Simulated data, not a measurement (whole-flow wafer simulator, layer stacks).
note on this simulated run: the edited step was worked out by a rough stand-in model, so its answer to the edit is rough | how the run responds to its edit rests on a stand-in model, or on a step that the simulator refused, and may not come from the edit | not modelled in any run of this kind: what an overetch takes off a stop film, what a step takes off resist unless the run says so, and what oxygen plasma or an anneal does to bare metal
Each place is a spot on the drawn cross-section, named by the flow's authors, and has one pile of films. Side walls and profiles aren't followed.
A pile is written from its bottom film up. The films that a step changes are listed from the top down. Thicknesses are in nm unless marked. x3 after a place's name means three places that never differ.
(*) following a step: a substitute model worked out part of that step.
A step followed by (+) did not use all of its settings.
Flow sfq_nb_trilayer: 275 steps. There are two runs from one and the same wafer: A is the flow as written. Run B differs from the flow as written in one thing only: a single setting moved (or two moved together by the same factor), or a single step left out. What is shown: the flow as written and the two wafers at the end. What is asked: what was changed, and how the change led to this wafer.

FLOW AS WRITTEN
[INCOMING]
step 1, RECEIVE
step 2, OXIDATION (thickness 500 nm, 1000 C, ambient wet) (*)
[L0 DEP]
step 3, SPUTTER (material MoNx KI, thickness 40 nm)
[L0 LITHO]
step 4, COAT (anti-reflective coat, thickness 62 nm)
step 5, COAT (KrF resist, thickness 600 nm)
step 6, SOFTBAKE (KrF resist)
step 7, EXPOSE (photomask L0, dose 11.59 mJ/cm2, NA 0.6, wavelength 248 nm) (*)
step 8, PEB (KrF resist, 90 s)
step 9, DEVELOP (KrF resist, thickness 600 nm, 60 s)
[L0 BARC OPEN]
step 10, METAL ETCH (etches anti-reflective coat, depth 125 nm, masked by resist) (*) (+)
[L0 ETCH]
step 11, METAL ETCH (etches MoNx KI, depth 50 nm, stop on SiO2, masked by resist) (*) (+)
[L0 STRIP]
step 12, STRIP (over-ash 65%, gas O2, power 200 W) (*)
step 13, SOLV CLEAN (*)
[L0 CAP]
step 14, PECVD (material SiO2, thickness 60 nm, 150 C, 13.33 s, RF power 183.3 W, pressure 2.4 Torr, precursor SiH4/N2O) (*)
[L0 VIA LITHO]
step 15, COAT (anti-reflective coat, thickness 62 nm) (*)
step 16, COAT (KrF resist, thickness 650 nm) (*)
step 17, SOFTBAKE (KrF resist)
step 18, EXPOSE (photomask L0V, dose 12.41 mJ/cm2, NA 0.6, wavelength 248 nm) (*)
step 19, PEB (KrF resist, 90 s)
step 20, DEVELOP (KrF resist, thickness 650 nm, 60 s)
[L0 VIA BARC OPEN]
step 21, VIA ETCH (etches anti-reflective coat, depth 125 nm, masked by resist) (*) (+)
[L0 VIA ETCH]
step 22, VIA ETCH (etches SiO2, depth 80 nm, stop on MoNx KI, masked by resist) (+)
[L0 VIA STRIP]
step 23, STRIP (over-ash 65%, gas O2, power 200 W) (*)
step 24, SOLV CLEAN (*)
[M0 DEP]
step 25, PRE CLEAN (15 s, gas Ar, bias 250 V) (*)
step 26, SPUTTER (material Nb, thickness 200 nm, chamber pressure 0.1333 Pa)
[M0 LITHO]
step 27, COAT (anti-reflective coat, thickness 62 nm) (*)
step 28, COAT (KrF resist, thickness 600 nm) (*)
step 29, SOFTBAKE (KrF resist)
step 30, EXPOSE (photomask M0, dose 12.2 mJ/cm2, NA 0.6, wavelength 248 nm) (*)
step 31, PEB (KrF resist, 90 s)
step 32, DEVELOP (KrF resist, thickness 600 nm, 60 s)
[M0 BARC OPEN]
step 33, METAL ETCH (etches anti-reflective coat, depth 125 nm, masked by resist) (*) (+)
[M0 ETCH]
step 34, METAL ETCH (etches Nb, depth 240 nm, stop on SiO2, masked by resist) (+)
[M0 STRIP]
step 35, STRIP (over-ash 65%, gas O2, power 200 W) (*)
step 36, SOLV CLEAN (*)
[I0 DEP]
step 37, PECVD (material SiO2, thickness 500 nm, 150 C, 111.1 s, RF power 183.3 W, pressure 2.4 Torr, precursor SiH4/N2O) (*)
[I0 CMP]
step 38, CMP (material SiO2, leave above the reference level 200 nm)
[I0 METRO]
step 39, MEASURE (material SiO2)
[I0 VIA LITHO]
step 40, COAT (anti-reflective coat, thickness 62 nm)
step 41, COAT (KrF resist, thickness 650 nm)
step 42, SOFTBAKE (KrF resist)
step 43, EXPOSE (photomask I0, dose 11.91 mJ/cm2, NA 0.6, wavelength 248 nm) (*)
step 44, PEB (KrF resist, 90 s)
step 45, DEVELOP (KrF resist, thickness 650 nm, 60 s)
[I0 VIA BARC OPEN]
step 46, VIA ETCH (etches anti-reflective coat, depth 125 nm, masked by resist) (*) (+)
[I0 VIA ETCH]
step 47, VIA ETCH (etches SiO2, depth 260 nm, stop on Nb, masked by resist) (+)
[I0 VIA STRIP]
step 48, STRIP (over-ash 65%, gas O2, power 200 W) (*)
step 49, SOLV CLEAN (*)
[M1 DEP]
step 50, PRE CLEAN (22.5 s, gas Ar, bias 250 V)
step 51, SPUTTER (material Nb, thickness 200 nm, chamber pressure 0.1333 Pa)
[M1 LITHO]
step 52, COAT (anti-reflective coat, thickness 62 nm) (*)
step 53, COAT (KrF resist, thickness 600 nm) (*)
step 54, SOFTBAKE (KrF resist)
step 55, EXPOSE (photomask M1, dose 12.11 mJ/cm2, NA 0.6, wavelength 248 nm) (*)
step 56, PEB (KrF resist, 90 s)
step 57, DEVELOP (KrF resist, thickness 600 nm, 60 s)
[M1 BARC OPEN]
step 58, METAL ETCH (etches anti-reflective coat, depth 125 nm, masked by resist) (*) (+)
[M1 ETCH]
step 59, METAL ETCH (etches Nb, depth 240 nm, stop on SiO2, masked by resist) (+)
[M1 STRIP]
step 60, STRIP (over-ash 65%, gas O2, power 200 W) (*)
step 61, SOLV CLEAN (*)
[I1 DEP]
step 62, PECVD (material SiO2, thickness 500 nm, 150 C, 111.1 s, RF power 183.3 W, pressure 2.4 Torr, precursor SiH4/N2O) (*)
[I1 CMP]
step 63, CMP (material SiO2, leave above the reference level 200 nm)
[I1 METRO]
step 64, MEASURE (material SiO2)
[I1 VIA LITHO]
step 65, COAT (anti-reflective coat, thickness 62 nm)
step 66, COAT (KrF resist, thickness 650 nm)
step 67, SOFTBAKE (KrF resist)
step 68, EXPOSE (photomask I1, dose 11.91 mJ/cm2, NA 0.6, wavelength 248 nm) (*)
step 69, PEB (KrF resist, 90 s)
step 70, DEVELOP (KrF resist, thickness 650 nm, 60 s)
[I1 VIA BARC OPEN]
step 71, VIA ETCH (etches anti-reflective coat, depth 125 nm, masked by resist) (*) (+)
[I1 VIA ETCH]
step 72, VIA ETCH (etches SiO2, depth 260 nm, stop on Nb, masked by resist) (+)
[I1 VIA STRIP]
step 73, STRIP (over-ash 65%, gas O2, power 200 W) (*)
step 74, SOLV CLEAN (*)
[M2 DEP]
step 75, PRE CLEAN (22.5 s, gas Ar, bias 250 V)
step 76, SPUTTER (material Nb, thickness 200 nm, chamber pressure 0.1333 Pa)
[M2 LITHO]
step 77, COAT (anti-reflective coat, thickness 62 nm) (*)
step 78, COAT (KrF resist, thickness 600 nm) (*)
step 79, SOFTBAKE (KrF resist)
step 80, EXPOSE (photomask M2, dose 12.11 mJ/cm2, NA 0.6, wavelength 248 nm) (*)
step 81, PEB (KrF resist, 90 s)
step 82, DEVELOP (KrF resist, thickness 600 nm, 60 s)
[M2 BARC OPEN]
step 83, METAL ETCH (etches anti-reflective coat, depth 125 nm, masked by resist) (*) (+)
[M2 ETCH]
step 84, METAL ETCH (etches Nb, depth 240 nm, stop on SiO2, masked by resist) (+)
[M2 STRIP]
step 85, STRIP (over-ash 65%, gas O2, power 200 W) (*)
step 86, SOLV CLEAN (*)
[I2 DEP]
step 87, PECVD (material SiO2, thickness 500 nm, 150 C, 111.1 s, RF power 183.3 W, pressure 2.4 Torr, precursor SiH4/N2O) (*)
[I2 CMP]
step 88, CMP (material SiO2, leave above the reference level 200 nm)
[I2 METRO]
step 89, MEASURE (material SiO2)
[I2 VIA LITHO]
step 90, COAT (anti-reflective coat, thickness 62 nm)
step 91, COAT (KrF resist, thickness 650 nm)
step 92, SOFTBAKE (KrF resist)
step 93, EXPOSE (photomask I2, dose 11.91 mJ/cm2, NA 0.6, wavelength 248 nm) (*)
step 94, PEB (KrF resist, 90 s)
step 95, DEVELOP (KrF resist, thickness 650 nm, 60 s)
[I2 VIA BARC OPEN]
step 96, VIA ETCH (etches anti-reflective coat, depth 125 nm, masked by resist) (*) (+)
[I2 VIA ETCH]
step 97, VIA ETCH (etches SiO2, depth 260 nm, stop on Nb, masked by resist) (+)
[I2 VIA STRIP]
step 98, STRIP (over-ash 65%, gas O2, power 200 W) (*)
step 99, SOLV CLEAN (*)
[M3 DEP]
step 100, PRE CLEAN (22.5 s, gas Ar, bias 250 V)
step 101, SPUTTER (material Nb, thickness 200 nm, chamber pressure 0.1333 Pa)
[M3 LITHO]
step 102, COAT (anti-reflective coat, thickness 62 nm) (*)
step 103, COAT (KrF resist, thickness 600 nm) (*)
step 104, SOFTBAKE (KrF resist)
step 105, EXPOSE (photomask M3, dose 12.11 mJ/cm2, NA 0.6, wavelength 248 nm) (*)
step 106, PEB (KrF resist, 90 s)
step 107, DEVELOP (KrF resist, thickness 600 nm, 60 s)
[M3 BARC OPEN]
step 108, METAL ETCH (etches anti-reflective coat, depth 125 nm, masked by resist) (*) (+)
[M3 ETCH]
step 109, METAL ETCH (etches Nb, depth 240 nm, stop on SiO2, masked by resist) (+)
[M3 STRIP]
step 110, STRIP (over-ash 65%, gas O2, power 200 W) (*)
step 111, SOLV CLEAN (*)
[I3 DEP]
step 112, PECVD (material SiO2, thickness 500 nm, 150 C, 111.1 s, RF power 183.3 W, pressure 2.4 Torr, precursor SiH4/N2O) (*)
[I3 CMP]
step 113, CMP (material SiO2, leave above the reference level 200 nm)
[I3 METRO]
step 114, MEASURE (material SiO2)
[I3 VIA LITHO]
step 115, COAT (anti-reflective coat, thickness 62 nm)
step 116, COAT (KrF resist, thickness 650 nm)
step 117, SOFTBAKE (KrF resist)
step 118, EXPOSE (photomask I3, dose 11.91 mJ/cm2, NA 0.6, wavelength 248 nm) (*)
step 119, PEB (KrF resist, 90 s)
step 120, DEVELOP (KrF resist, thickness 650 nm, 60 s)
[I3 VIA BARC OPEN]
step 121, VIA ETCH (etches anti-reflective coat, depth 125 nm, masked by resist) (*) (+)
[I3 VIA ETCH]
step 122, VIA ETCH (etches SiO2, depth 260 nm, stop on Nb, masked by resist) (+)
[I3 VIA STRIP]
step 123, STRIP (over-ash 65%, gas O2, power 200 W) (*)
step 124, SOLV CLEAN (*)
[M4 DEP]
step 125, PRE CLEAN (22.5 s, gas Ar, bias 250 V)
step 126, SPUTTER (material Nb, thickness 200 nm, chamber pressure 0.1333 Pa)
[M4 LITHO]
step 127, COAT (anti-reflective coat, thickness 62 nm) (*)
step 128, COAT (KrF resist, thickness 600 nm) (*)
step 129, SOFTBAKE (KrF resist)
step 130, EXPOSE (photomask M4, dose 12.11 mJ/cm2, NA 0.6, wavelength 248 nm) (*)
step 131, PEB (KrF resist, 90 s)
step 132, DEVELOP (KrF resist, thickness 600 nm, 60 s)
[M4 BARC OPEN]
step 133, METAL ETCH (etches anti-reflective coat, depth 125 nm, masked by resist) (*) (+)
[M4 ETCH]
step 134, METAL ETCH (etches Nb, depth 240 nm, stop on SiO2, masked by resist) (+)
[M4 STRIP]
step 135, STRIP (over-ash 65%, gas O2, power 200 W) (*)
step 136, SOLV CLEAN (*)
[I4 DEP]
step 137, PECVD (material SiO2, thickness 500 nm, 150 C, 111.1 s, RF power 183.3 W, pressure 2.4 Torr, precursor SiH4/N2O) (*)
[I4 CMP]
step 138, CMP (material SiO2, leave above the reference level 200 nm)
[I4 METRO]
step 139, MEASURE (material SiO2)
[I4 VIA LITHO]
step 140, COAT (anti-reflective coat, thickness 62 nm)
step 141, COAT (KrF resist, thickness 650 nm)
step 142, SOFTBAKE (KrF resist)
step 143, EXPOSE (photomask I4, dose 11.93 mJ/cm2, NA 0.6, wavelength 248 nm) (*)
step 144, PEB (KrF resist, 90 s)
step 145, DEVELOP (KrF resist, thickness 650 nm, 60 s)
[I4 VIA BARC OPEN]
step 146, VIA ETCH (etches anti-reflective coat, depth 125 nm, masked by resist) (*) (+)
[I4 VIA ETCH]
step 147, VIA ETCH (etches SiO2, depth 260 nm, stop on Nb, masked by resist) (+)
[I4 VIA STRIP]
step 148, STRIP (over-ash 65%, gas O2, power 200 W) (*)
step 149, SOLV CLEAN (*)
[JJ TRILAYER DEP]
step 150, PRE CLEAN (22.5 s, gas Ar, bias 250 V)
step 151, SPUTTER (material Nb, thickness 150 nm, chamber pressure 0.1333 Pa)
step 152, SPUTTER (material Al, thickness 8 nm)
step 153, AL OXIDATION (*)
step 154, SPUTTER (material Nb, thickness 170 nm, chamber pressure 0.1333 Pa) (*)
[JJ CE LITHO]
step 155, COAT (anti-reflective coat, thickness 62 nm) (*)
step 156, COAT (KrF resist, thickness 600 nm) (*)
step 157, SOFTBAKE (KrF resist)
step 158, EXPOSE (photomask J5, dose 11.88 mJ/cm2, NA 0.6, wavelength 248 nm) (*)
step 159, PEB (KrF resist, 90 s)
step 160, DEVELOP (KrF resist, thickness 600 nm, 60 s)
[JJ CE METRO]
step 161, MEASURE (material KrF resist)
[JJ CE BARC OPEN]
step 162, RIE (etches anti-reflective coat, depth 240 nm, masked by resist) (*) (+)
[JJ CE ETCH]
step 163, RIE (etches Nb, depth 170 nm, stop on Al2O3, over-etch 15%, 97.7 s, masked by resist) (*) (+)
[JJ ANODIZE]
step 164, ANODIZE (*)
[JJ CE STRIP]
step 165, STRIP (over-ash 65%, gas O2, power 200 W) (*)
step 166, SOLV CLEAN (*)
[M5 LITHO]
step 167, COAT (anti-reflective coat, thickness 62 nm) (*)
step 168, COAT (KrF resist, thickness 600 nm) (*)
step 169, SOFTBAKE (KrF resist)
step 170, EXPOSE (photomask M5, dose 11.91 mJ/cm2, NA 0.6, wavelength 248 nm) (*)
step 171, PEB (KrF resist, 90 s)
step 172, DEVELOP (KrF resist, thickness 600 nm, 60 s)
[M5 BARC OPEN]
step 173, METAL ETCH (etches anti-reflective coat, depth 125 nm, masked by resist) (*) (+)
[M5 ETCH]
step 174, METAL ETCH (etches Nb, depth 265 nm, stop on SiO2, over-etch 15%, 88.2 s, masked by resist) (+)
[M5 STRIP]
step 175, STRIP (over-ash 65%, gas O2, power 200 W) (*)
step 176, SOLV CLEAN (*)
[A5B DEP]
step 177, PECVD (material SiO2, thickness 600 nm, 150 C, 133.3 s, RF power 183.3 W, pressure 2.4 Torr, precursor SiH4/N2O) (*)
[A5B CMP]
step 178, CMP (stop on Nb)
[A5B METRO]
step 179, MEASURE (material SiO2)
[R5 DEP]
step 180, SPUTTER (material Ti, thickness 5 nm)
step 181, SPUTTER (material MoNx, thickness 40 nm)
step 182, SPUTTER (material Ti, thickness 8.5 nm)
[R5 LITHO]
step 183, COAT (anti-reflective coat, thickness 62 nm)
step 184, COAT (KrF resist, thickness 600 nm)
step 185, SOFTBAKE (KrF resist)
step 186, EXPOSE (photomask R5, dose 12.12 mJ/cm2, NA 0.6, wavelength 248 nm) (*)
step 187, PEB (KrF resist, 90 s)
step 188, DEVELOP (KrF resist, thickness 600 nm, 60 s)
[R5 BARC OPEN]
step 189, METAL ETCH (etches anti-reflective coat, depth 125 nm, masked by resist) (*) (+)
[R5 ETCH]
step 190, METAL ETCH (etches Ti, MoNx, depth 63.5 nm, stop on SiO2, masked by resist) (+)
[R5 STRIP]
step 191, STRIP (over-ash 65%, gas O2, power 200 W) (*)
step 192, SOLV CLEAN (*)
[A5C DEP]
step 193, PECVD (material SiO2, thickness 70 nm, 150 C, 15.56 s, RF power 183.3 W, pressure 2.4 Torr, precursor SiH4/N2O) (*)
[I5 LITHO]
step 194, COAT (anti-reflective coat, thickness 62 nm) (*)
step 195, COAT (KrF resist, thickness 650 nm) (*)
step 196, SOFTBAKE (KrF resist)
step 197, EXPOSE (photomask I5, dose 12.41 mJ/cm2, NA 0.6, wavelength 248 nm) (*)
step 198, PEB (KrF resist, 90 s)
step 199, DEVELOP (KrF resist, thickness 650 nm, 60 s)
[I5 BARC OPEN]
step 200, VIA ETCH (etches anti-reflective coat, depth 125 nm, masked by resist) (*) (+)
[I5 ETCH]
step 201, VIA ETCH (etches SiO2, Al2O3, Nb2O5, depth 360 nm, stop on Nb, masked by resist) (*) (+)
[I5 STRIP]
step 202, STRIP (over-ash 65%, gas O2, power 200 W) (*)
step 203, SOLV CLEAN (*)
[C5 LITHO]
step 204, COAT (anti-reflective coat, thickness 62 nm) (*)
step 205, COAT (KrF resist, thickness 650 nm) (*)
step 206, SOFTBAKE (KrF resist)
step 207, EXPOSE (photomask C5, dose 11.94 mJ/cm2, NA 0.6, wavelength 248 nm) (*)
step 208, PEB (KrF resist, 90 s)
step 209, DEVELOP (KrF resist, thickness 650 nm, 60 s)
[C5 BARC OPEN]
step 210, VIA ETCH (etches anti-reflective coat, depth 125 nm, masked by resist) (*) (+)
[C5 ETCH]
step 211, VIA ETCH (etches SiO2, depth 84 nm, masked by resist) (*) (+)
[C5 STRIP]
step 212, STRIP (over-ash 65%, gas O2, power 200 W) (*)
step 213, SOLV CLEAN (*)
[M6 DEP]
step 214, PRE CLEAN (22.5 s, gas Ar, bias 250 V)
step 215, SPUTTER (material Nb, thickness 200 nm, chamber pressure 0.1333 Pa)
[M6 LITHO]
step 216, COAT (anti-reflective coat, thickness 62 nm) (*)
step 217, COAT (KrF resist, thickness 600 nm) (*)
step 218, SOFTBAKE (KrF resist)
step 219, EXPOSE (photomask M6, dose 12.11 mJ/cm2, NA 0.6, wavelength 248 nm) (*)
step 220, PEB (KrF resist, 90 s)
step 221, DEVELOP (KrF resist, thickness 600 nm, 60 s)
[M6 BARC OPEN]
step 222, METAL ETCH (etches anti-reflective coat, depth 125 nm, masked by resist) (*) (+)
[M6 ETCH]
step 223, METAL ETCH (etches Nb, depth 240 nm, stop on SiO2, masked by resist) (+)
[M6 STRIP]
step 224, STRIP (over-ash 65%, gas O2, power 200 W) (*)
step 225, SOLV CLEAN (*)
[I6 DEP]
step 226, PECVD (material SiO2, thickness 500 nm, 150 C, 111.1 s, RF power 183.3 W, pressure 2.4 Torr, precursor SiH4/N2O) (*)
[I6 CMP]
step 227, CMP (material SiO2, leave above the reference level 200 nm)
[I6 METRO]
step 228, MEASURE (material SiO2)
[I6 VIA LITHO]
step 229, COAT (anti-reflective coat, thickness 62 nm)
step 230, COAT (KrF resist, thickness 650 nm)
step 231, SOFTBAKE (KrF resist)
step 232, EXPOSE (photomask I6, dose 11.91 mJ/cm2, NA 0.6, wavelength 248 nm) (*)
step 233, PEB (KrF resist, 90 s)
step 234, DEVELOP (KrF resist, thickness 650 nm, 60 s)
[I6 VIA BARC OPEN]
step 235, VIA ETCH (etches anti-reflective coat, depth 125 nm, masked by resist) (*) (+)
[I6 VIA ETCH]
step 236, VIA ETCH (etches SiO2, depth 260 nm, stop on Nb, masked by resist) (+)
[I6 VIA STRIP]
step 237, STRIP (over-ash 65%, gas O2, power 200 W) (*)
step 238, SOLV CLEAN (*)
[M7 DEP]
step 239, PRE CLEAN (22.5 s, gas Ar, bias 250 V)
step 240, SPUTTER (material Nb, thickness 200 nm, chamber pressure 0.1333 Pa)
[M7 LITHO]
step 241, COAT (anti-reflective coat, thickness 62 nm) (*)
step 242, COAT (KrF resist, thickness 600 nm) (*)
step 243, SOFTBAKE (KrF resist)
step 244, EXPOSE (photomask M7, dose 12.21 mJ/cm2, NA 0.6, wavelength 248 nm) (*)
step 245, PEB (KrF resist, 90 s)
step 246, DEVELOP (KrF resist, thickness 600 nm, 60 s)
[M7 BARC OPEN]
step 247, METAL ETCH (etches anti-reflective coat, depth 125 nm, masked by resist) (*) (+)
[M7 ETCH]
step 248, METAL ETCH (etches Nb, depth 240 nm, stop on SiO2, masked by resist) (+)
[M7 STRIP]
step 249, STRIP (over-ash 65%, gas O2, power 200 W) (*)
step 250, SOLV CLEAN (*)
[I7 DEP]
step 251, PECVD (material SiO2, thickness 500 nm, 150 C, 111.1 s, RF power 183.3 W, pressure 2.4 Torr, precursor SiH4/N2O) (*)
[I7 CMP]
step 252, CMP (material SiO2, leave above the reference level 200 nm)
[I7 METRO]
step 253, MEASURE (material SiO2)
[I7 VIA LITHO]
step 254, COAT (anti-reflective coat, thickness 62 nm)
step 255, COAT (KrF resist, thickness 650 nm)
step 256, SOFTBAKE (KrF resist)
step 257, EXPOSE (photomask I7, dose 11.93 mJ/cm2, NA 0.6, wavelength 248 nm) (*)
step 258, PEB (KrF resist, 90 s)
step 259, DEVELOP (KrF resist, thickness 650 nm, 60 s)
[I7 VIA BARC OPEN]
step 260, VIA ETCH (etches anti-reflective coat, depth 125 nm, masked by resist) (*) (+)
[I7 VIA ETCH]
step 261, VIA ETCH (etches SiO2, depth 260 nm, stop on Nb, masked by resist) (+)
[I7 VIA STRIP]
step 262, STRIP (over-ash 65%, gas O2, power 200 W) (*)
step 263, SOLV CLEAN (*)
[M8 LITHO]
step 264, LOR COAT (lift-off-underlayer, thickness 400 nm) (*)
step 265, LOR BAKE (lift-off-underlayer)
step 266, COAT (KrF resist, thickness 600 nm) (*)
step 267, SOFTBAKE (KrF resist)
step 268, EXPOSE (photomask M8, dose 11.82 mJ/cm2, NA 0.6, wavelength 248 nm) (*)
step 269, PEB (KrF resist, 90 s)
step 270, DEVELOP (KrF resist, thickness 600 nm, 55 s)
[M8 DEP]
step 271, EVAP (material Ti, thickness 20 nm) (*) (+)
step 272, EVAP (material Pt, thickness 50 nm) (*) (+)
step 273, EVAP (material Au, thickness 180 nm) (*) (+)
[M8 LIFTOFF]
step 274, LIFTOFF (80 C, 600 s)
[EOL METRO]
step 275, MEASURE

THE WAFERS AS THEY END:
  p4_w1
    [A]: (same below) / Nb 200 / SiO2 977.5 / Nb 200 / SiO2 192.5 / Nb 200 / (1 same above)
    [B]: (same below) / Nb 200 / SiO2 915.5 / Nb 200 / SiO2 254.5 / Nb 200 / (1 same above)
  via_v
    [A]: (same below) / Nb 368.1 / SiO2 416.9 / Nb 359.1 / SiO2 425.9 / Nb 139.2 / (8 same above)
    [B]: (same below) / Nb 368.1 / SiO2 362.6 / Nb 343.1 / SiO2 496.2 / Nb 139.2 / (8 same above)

What caused this: step 87, PECVD: thickness 338 nm was run, while the flow as written has thickness 500 nm; step 87, PECVD: 75 s was run, where the flow has 111.1 s.

The path from the change to this, step by step:
  step 87, PECVD (material SiO2, thickness 500 nm, 150 C, 111.1 s, RF power 183.3 W, pressure 2.4 Torr, precursor SiH4/N2O) (*)
      field_l, be, be_sur and 81 more: A SiO2 gains 500 | B SiO2 gains 338
      v_sur, via_wl, via_w and 18 more: A SiO2 gains 500 (new film) | B SiO2 gains 338 (new film)
      (also at 1 further place)
  step 88, CMP (material SiO2, leave above the reference level 200 nm)
      field_l, be, be_sur and 81 more: A SiO2 loses 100 | B nothing
      via_v: A SiO2 loses 181.6 | B nothing
      (also at 21 further places)
  step 90, COAT (anti-reflective coat, thickness 62 nm)
      m0r_line_l, m0r_line_r, m6r_line_l, m6r_line_r, m7r_line_l, m7r_line_r: A anti-reflective coat gains 62 (new film) | B anti-reflective coat gains 63.6 (new film)
      m0r_space_l, m0r_space_r, m6r_space_l, m6r_space_r, m7r_space_l, m7r_space_r: A anti-reflective coat gains 62 (new film) | B anti-reflective coat gains 70.8 (new film)
      (also at 55 further places)
  step 91, COAT (KrF resist, thickness 650 nm)
      v_sur: A KrF resist gains 650 (new film) | B KrF resist gains 627.2 (new film)
      via_wl: A KrF resist gains 650 (new film) | B KrF resist gains 624.7 (new film)
      (also at 18 further places)
  step 95, DEVELOP (KrF resist, thickness 650 nm, 60 s)
      via_w: A KrF resist loses 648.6 (all of it) | B KrF resist loses 626.7 (all of it)
  step 96, VIA ETCH (etches anti-reflective coat, depth 125 nm, masked by resist) (*) (+)
      field_l, v_sur, via_wl and 102 more: A KrF resist loses 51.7 | B KrF resist loses 47.5
      via_w: A anti-reflective coat loses 62 (all of it), SiO2 loses 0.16 | B anti-reflective coat loses 57.1 (all of it), SiO2 loses 0.14
  step 98, STRIP (over-ash 65%, gas O2, power 200 W) (*)
      m0r_line_l, m0r_line_r, m6r_line_l, m6r_line_r, m7r_line_l, m7r_line_r: A KrF resist loses 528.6 (all of it), anti-reflective coat loses 62 (all of it) | B KrF resist loses 544.5 (all of it), anti-reflective coat loses 63.6 (all of it)
      m0r_space_l, m0r_space_r, m6r_space_l, m6r_space_r, m7r_space_l, m7r_space_r: A KrF resist loses 528.6 (all of it), anti-reflective coat loses 62 (all of it) | B KrF resist loses 539.7 (all of it), anti-reflective coat loses 70.8 (all of it)
      (also at 55 further places)
  step 102, COAT (anti-reflective coat, thickness 62 nm) (*)
      m0r_line_l, m0r_line_r, m6r_line_l, m6r_line_r, m7r_line_l, m7r_line_r, m8r_gap_c: A anti-reflective coat gains 62 (new film) | B anti-reflective coat gains 63.4 (new film)
      m0r_space_l, m0r_space_r, m6r_space_l, m6r_space_r, m7r_space_l, m7r_space_r: A anti-reflective coat gains 62 (new film) | B anti-reflective coat gains 69.3 (new film)
      (also at 54 further places)
  step 103, COAT (KrF resist, thickness 600 nm) (*)
      wl_c_sr, wl_e_m5: A KrF resist gains 600 (new film) | B KrF resist gains 586.8 (new film)
      m5r_linepad_l, m5r_linepad_r: A KrF resist gains 600 (new film) | B KrF resist gains 587 (new film)
      (also at 18 further places)
  step 107, DEVELOP (KrF resist, thickness 600 nm, 60 s)
      m5r_linepad_l, m5r_linepad_r: A KrF resist loses 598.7 (all of it) | B KrF resist loses 585.8 (all of it)
      wl_d_sl: A KrF resist loses 598.7 (all of it) | B KrF resist loses 619.6 (all of it)
      (also at 9 further places)
  step 108, METAL ETCH (etches anti-reflective coat, depth 125 nm, masked by resist) (*) (+)
      v_sur, via_wl, via_w and 28 more: A KrF resist loses 51.7 | B KrF resist loses 52.9
      m0r_line_l, m0r_line_r, m6r_line_l, m6r_line_r, m7r_line_l, m7r_line_r, m8r_gap_c: A anti-reflective coat loses 62 (all of it) | B anti-reflective coat loses 63.4 (all of it)
      (also at 38 further places)
  step 110, STRIP (over-ash 65%, gas O2, power 200 W) (*)
      wl_a_sr, wl_b_sl: A KrF resist loses 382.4 (all of it), anti-reflective coat loses 62 (all of it) | B KrF resist loses 374.9 (all of it), anti-reflective coat loses 60.4 (all of it)
      v_sur: A KrF resist loses 365.3 (all of it), anti-reflective coat loses 61.1 (all of it) | B KrF resist loses 341.3 (all of it), anti-reflective coat loses 49.1 (all of it)
      (also at 19 further places)
  step 113, CMP (material SiO2, leave above the reference level 200 nm)
      field_l, be, be_sur and 64 more: A SiO2 loses 100 | B SiO2 loses 38
      p4_w1, p4_w2, p4_w3 and 6 more: A SiO2 loses 300 | B SiO2 loses 238
      (also at 9 further places)
  step 122, VIA ETCH (etches SiO2, depth 260 nm, stop on Nb, masked by resist) (+)
      via_v: A SiO2 loses 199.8 (all of it) | B SiO2 loses 257.8 (all of it)
  step 126, SPUTTER (material Nb, thickness 200 nm, chamber pressure 0.1333 Pa)
      via_v: A Nb gains 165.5 | B Nb gains 153.3
  step 127, COAT (anti-reflective coat, thickness 62 nm) (*)
      via_sp: A anti-reflective coat gains 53 (new film) | B anti-reflective coat gains 51.8 (new film)
      via_v: A anti-reflective coat gains 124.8 (new film) | B anti-reflective coat gains 137.5 (new film)
      (also at 1 further place)
  ... another 2 steps ...
  step 137, PECVD (material SiO2, thickness 500 nm, 150 C, 111.1 s, RF power 183.3 W, pressure 2.4 Torr, precursor SiH4/N2O) (*)
      via_v: A SiO2 gains 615 (new film) | B SiO2 gains 685.3 (new film)
